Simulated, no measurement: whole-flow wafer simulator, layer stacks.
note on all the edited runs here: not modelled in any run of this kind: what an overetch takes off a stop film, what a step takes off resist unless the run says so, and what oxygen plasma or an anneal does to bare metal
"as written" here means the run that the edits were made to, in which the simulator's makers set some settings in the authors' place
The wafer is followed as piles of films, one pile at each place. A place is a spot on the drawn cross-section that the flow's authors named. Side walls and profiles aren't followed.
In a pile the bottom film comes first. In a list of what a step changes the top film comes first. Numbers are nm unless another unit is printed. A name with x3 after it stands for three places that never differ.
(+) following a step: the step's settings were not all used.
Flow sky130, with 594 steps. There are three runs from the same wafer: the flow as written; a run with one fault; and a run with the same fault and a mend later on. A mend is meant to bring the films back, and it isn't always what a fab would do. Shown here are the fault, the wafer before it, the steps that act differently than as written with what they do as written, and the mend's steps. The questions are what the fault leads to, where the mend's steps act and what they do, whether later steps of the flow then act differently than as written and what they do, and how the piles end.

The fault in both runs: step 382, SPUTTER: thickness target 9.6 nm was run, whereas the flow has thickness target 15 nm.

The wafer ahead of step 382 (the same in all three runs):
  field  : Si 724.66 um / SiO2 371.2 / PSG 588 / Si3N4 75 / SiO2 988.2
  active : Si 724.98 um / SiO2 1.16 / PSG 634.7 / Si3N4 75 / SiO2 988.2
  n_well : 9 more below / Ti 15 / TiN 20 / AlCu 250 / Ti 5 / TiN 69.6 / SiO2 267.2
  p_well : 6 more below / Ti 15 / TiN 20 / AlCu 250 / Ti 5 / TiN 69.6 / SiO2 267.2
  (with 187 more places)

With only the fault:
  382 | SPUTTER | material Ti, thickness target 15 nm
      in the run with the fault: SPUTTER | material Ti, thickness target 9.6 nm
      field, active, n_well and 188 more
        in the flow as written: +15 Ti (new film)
        in the run with the fault: +9.6 Ti (new film)
  Steps further on in the flow that do not act as written (13 more steps, not shown, differ only slightly: by at most 2% or 0.5 nm, whichever is larger):
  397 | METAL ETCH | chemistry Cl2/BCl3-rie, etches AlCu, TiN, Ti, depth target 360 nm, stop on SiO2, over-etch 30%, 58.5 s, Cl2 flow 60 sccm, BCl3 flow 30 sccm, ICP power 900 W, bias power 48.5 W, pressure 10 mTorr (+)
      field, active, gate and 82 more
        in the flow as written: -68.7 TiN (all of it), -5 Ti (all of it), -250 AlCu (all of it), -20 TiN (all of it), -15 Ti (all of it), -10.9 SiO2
        in the run with the fault: -68.7 TiN (all of it), -5 Ti (all of it), -250 AlCu (all of it), -20 TiN (all of it), -9.6 Ti (all of it), -11.5 SiO2
  The piles end different from the flow's at n_well, p_well, gate_hv and 103 more by more than 2% or 0.5 nm, whichever is larger.
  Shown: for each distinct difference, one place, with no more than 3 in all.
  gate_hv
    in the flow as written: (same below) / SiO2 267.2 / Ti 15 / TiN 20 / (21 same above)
    in the run with the fault: (same below) / SiO2 267.2 / Ti 9.6 / TiN 20 / (21 same above)
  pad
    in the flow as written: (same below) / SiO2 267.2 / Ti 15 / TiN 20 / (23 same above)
    in the run with the fault: (same below) / SiO2 267.2 / Ti 9.6 / TiN 20 / (23 same above)
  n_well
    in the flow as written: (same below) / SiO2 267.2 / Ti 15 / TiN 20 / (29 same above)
    in the run with the fault: (same below) / SiO2 267.2 / Ti 9.6 / TiN 20 / (29 same above)

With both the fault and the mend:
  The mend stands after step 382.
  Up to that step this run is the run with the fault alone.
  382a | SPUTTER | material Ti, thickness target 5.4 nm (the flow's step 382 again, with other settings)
      field, active, n_well and 188 more
        +5.4 Ti
  Later steps of the flow that are run all act as written at every place that is followed.
  At every place that both follow, the piles at the end match the flow's.
